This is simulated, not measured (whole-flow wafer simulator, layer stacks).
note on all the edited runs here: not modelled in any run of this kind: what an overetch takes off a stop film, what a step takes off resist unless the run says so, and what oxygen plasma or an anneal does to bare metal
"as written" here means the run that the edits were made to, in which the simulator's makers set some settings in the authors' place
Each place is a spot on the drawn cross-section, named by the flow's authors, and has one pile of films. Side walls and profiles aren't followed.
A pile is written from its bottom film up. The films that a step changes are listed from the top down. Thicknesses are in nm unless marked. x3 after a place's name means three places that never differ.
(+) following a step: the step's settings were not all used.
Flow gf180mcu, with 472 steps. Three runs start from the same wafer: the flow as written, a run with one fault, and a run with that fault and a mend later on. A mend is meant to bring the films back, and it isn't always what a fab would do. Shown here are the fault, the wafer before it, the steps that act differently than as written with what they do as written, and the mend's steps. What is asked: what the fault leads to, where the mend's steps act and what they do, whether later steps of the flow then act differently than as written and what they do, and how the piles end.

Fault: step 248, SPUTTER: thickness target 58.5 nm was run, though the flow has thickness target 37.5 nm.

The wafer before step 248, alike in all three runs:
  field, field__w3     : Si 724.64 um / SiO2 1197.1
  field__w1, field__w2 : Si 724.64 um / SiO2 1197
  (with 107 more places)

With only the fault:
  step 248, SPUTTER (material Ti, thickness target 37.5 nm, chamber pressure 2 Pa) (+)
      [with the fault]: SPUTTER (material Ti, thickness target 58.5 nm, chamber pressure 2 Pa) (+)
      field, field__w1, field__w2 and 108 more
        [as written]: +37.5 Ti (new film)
        [with the fault]: +58.5 Ti (new film)
  Steps further on in the flow that do not act as written:
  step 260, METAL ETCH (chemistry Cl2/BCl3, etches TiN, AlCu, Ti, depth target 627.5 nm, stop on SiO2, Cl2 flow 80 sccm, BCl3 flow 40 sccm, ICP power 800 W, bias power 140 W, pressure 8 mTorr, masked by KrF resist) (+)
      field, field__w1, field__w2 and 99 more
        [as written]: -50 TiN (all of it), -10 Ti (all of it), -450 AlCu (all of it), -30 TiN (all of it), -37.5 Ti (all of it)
        [with the fault]: -50 TiN (all of it), -10 Ti (all of it), -450 AlCu (all of it), -30 TiN (all of it), -58.5 Ti (all of it)
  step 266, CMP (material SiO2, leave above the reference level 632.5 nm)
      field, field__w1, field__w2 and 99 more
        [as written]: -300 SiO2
        [with the fault]: -279 SiO2
  At field__w8, contact, m1 and 6 more, the piles at the end differ from the flow's by more than 2% or 0.5 nm, whichever is larger.
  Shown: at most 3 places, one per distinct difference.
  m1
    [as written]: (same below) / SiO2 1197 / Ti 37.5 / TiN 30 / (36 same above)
    [with the fault]: (same below) / SiO2 1197 / Ti 58.5 / TiN 30 / (36 same above)
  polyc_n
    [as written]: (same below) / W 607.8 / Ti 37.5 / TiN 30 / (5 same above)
    [with the fault]: (same below) / W 607.8 / Ti 58.5 / TiN 30 / (5 same above)
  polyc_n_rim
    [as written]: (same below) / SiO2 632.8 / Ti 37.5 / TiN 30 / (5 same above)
    [with the fault]: (same below) / SiO2 632.8 / Ti 58.5 / TiN 30 / (5 same above)

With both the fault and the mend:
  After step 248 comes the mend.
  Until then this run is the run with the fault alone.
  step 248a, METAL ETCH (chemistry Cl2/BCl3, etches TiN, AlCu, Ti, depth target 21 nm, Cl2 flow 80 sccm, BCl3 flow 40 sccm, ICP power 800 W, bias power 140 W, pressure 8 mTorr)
      field, field__w1, field__w2 and 108 more
        -21 Ti
  Every later step of the flow that is run acts as written at every place that is followed.
  The piles end the same as the flow's at every place that both follow.
